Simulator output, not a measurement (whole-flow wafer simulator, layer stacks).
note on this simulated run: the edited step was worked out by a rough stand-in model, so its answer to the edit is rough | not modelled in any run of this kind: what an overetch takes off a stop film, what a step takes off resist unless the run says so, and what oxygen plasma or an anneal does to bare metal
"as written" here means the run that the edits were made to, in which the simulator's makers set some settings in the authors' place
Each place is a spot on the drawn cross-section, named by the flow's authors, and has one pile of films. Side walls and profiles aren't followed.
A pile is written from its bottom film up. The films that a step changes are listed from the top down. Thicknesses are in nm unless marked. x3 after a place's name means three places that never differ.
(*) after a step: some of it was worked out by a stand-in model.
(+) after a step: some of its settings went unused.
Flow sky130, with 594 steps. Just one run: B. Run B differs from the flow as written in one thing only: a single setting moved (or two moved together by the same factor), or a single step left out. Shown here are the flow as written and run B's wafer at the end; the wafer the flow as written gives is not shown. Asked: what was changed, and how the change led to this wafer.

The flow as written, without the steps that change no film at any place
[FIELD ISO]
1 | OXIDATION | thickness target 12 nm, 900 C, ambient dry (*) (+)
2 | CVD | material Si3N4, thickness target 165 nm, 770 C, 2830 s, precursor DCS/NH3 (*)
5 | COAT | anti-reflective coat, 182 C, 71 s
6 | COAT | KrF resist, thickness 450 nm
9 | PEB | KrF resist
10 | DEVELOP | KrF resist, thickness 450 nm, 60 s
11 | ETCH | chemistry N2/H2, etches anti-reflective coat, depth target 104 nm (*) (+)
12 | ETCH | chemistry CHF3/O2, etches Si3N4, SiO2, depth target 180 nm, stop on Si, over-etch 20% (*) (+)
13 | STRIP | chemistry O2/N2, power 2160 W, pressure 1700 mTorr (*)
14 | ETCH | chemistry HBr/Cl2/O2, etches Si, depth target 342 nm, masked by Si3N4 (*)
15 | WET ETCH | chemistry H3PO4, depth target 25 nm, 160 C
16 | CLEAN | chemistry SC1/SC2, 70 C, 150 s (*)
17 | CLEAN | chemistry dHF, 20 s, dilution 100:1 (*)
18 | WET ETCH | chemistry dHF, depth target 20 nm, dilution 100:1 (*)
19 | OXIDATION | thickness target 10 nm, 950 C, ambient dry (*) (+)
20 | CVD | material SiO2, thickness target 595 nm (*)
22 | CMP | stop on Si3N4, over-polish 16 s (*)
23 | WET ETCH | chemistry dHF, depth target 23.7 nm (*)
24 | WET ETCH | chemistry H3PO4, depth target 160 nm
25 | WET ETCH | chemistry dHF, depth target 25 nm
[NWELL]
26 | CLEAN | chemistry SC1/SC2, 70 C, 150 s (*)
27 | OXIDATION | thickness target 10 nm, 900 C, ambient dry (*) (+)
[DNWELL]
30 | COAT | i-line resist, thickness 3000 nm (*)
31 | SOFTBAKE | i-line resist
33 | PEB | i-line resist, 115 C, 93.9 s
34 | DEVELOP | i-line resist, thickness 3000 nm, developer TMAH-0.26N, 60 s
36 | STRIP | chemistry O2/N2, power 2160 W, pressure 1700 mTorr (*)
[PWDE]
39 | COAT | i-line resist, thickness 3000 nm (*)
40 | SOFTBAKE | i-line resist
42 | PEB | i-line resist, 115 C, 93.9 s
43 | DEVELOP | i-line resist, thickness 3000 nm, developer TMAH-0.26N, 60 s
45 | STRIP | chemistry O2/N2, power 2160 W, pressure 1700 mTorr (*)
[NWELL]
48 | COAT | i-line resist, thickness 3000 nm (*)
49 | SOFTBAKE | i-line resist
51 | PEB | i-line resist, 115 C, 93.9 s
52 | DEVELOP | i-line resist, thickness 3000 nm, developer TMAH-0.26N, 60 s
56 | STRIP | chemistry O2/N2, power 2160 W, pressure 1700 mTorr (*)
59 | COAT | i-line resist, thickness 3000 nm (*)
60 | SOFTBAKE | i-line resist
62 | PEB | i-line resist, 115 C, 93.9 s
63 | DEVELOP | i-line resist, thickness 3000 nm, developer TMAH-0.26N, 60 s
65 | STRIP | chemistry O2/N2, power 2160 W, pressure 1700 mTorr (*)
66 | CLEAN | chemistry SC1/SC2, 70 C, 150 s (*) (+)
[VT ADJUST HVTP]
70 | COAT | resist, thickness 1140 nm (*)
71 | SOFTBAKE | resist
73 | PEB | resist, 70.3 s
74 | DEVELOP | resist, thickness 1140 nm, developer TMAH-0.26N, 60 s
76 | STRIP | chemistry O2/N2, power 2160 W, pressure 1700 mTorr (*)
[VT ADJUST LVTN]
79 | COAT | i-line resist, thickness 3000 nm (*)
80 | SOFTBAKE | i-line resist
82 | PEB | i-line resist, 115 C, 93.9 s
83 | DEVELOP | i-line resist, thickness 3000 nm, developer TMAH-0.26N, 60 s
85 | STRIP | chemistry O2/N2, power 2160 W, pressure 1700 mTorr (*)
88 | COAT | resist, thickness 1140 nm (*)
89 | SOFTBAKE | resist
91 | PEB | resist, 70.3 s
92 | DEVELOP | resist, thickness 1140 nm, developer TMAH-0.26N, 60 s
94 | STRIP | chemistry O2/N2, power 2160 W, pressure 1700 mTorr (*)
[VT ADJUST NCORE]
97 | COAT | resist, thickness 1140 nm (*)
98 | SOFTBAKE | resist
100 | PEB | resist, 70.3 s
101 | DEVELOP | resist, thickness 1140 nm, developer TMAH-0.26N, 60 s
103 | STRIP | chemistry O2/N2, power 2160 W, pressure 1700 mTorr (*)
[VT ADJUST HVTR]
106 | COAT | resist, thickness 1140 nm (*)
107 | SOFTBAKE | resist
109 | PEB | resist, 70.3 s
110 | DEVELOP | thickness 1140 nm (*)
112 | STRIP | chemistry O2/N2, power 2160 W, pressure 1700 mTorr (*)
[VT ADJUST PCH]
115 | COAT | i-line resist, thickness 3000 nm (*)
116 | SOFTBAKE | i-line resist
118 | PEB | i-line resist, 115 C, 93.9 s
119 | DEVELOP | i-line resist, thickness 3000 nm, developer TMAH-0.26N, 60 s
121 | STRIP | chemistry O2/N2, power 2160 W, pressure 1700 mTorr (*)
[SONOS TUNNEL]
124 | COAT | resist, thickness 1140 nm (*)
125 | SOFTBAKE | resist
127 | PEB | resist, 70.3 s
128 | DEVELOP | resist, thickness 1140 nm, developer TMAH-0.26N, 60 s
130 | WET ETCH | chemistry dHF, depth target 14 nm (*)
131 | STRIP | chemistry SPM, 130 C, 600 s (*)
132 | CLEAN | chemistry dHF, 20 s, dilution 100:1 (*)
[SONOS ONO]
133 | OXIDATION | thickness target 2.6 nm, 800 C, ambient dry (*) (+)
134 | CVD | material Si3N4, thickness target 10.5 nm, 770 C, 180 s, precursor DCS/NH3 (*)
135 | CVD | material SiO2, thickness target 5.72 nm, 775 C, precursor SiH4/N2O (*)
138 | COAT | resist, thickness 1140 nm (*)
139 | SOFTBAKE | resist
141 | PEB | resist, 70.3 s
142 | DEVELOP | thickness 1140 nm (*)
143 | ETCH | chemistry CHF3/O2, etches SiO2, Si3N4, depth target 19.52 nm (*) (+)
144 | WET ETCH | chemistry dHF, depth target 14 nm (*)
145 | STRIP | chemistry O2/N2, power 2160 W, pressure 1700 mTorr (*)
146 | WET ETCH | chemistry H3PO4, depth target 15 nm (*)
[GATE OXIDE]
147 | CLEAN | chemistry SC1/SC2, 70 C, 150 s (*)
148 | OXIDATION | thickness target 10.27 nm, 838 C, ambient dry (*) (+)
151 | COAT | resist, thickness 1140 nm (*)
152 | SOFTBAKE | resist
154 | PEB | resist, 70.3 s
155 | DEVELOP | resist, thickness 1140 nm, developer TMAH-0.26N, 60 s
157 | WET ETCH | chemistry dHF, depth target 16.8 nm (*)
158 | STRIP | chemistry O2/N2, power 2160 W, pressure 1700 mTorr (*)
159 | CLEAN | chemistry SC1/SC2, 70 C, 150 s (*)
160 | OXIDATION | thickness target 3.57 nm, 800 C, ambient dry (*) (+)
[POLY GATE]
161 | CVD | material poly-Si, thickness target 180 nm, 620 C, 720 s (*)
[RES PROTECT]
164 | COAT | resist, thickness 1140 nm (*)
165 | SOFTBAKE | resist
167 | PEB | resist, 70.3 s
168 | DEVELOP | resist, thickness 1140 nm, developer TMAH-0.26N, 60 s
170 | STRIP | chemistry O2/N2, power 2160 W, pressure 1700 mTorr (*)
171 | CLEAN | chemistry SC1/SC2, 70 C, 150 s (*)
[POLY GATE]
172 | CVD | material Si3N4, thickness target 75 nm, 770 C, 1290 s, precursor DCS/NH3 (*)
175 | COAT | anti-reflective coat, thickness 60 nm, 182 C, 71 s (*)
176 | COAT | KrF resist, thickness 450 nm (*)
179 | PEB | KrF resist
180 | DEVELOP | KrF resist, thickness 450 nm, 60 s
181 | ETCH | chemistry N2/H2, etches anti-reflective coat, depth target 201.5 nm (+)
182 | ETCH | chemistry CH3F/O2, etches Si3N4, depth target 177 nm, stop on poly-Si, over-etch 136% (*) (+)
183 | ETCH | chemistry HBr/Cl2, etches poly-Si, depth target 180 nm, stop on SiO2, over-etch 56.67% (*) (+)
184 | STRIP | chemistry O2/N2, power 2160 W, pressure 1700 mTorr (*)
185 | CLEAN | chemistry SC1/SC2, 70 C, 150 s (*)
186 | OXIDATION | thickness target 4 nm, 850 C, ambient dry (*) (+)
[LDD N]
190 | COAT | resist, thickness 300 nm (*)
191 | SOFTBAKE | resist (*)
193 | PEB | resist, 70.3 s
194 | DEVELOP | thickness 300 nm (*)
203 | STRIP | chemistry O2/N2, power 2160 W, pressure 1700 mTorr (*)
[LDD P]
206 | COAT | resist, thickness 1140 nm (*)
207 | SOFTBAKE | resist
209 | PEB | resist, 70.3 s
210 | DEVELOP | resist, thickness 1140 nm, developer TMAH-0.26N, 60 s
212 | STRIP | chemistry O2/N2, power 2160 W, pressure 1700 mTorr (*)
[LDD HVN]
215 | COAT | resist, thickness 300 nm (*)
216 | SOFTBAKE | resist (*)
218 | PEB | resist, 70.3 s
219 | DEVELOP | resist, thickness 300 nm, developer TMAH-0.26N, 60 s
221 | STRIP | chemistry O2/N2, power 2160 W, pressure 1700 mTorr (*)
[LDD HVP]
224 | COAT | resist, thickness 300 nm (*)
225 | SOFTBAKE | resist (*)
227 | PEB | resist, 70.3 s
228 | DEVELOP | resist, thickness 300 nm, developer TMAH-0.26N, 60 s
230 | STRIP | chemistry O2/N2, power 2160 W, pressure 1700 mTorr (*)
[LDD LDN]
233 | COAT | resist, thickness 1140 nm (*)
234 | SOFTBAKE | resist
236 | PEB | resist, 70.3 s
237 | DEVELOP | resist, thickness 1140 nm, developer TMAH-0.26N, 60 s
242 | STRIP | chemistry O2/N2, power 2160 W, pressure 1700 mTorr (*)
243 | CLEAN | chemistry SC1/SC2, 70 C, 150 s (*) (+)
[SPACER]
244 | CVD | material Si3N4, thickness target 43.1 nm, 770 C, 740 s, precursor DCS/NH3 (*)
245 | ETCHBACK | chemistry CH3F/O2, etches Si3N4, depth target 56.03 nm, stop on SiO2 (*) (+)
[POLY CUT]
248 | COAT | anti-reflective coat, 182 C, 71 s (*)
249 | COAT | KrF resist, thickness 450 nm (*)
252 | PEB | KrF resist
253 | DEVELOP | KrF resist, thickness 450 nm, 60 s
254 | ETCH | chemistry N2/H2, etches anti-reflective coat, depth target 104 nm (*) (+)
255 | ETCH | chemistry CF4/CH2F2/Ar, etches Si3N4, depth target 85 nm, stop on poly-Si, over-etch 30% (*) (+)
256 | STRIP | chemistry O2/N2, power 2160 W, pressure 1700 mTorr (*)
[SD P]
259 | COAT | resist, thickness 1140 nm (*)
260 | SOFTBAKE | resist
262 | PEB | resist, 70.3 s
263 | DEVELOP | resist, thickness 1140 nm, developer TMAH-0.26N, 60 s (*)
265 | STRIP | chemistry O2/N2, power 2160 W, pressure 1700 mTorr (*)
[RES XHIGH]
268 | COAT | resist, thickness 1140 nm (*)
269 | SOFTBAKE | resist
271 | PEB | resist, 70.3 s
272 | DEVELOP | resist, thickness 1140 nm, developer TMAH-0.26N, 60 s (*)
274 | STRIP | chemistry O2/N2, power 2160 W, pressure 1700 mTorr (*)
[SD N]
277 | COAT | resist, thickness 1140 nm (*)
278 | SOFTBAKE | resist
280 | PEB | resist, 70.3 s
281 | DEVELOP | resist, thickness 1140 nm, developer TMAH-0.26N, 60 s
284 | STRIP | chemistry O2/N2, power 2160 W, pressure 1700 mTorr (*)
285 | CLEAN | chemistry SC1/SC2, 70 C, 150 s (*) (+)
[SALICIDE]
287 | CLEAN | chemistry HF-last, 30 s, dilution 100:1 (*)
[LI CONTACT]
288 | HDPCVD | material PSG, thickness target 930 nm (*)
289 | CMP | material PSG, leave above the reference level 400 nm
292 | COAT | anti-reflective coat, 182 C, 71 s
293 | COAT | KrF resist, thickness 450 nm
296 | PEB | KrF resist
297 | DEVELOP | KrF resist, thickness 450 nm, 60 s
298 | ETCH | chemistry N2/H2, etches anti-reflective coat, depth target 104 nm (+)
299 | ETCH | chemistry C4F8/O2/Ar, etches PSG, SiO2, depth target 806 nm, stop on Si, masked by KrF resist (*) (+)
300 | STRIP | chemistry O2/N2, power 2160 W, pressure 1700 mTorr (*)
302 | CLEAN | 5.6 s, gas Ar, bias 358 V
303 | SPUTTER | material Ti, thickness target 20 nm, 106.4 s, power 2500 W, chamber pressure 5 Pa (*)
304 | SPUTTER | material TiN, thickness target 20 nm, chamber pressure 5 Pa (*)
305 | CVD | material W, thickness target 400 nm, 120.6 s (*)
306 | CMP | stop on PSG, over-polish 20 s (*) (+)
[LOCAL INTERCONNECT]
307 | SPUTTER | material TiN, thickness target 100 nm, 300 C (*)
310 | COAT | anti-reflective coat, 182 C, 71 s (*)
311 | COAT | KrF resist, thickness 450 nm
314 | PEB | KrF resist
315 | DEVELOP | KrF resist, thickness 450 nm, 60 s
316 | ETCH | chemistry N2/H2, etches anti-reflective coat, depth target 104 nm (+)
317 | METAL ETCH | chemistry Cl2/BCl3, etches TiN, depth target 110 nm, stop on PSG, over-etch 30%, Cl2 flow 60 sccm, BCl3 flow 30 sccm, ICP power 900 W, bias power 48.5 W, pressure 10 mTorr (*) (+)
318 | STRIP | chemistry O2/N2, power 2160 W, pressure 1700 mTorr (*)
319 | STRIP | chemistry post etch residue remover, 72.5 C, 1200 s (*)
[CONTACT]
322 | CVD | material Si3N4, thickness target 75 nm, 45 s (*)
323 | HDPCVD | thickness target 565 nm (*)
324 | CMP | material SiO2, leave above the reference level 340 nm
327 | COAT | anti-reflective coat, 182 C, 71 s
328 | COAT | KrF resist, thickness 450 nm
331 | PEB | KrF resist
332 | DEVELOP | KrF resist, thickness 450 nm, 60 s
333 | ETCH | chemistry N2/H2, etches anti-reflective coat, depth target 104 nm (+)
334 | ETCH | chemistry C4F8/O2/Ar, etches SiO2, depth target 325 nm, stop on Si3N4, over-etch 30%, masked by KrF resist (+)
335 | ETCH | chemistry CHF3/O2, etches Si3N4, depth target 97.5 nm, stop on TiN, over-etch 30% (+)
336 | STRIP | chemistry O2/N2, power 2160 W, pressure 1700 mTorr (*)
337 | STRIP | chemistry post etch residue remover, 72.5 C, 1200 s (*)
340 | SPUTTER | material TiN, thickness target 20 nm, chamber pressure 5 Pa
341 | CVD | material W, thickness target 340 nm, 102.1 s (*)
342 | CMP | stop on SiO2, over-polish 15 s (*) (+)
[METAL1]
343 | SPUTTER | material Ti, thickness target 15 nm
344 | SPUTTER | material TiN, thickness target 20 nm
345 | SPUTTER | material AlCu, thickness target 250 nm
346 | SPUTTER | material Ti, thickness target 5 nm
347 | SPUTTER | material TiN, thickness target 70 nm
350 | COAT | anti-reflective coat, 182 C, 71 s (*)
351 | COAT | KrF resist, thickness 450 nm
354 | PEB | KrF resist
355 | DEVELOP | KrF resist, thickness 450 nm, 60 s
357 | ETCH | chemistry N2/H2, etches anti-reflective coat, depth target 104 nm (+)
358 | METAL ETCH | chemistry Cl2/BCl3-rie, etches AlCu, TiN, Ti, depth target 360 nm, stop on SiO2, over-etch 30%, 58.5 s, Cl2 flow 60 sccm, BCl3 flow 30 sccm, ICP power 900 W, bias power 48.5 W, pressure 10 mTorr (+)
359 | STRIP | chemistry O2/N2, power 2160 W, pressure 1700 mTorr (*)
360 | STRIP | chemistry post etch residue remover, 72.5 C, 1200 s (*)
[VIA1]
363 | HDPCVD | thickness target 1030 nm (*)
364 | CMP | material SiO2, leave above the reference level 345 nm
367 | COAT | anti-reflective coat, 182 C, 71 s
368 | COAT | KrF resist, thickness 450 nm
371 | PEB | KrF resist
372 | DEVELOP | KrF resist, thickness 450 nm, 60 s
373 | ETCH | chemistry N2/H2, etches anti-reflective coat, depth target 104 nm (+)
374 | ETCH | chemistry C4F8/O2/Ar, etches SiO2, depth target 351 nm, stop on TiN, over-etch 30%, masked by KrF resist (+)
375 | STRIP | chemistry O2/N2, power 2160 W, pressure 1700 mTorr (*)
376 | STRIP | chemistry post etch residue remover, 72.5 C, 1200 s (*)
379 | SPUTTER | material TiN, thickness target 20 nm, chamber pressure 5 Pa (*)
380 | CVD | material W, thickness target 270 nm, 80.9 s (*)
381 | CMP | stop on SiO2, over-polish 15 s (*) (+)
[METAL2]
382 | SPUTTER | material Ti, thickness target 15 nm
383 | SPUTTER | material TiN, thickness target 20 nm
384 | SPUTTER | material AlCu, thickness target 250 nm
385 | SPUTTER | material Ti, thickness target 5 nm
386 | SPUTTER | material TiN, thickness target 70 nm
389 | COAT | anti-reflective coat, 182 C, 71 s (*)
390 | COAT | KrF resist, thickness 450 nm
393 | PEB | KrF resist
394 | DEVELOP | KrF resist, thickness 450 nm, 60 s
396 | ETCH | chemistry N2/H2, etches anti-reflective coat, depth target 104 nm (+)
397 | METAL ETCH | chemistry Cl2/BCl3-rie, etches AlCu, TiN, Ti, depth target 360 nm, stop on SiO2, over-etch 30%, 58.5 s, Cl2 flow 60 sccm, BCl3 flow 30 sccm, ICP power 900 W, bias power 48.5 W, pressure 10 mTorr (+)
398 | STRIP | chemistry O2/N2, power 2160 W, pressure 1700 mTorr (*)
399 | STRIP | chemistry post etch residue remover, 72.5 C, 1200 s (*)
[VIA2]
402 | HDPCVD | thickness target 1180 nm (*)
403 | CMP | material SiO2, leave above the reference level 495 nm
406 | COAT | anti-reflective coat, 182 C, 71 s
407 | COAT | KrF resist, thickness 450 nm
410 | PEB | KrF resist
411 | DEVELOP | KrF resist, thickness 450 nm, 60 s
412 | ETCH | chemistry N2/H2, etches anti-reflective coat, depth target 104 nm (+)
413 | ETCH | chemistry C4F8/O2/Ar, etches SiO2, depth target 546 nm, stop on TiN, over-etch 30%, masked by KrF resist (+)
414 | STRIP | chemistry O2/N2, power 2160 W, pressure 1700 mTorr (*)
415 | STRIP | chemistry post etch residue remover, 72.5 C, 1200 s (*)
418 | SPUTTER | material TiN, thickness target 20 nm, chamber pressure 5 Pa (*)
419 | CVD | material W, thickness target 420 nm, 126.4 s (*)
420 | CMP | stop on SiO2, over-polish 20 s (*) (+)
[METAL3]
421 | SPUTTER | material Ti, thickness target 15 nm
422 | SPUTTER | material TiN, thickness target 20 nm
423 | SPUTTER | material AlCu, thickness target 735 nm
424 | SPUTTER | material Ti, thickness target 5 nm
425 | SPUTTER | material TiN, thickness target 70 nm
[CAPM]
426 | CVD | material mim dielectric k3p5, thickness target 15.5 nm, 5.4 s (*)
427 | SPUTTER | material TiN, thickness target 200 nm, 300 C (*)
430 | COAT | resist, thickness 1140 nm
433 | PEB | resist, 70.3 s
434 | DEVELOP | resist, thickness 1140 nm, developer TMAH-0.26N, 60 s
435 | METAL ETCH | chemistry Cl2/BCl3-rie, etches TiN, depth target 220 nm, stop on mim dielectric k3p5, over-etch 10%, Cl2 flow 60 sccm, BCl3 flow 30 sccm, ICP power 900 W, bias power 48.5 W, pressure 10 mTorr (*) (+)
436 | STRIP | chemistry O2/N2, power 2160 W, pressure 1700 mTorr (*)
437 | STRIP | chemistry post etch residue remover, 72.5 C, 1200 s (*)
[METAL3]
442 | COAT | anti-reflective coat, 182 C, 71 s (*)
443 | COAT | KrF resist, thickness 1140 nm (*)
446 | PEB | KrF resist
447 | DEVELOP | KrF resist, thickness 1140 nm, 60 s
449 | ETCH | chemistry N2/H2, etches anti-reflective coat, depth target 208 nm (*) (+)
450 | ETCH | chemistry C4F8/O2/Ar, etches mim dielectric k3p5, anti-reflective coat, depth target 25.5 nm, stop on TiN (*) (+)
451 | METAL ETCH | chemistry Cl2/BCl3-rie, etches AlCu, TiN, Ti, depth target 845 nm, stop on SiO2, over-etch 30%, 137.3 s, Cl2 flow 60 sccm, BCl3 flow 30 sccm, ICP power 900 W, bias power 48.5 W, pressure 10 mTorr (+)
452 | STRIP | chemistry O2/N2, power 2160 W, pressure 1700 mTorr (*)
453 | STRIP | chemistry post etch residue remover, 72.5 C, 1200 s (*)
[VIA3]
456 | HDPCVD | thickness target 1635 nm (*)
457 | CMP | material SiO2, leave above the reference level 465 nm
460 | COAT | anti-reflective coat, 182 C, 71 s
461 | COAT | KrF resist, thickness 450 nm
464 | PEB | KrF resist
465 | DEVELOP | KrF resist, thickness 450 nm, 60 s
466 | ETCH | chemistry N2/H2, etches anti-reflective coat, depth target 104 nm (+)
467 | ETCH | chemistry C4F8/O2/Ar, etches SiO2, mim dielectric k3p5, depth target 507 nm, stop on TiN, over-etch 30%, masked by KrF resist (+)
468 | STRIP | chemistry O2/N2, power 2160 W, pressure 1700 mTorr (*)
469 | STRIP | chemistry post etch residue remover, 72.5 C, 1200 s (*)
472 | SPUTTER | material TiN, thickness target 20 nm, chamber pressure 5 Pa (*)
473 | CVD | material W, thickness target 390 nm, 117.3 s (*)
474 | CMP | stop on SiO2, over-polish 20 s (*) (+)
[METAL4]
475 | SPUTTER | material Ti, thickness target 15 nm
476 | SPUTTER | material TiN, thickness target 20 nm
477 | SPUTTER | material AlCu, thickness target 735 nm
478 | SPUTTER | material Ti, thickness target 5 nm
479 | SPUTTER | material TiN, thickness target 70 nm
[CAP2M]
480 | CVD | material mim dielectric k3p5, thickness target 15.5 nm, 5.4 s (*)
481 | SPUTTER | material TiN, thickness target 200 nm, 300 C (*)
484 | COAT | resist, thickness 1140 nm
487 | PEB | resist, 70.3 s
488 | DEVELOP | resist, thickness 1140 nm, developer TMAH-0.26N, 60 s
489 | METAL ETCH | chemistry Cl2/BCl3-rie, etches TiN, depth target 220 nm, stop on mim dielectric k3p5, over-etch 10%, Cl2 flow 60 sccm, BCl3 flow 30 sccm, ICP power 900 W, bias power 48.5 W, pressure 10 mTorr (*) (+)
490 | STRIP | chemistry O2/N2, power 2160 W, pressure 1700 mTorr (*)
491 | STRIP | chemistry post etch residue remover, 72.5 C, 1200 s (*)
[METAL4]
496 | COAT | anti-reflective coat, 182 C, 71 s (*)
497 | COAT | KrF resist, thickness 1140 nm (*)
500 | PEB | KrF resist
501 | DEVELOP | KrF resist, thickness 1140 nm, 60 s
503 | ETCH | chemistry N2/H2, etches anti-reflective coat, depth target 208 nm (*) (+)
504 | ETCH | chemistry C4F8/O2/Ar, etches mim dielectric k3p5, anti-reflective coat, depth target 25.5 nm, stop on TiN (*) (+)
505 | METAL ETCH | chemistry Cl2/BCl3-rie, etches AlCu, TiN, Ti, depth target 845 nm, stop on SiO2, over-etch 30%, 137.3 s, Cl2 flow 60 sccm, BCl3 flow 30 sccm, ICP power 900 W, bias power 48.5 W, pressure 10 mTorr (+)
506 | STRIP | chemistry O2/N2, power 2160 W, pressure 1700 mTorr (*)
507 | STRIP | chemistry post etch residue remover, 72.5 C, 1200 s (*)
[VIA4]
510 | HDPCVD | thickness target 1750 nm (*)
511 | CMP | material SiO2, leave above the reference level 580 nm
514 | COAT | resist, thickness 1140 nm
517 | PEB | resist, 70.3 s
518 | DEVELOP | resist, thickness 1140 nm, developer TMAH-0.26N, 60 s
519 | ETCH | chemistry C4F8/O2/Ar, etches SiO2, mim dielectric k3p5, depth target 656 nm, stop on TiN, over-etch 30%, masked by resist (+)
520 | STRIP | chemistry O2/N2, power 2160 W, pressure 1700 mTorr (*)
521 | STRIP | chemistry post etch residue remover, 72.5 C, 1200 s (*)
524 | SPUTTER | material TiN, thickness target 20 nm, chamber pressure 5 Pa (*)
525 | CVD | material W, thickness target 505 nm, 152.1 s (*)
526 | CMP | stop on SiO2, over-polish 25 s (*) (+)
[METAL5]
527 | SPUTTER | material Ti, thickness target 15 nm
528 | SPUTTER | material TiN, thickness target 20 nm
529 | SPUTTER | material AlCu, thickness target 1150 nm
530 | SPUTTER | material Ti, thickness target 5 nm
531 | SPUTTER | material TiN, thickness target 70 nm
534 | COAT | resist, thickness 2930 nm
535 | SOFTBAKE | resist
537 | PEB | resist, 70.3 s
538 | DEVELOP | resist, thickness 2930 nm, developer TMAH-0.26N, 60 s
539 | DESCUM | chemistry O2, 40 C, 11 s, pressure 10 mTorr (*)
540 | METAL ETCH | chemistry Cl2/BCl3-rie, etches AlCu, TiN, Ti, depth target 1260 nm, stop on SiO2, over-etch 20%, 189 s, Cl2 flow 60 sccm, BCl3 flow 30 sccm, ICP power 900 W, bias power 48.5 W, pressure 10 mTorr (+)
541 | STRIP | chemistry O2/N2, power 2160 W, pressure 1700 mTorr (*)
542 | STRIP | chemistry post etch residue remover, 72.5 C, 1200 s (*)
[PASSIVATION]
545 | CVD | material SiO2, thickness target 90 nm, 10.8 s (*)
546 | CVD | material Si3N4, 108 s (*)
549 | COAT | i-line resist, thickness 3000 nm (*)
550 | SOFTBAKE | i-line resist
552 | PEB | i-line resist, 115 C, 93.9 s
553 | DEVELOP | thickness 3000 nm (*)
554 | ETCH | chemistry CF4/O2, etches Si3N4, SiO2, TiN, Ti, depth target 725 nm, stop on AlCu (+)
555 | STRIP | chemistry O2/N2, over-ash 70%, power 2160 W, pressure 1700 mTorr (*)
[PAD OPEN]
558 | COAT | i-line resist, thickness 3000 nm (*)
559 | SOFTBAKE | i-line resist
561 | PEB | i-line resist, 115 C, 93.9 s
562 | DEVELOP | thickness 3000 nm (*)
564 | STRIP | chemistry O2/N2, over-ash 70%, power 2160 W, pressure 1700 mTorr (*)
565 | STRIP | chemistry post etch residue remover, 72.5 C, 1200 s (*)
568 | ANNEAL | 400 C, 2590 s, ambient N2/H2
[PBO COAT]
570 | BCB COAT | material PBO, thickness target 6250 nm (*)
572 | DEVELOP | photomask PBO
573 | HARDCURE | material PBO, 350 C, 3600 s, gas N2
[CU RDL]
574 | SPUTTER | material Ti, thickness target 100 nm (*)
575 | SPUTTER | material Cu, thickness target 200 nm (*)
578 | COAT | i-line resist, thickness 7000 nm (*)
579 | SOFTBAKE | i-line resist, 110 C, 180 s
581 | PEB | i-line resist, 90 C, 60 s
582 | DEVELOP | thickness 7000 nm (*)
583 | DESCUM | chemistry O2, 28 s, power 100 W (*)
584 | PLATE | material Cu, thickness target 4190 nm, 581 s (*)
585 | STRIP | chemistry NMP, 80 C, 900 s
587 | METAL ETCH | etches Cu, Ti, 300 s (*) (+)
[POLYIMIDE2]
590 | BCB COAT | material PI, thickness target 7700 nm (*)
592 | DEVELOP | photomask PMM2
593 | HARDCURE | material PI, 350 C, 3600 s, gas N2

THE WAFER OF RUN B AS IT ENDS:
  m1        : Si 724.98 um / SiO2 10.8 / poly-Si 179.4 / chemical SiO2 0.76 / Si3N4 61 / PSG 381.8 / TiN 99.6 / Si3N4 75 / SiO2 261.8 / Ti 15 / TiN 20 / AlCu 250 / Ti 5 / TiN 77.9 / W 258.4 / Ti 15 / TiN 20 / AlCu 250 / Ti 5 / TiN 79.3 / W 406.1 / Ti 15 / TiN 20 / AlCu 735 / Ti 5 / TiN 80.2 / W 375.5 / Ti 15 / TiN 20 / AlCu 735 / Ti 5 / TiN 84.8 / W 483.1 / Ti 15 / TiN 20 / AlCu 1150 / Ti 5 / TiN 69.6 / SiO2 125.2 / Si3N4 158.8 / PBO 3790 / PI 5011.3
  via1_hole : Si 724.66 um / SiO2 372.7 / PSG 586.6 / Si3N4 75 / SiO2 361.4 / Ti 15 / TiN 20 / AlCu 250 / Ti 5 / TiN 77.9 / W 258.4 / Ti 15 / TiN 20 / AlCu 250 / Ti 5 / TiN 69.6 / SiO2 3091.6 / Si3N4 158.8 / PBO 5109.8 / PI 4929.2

The reason: step 379, SPUTTER: thickness target 16 nm was run, while the flow as written has thickness target 20 nm.

Step by step, how the change led to this:
  379 | SPUTTER | material TiN, thickness target 20 nm, chamber pressure 5 Pa (*)
      field, active, n_well and 186 more: +16 TiN (new film) (as written it would have been: +20 TiN (new film))
      m1: +8.79 TiN (as written it would have been: +11 TiN)
      (and at 1 other place as well)
  381 | CMP | stop on SiO2, over-polish 15 s (*) (+)
      field, active, n_well and 186 more: -270 W (all of it), -16 TiN (all of it), -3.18 SiO2 (as written it would have been: -270 W (all of it), -20 TiN (all of it), -3.18 SiO2)
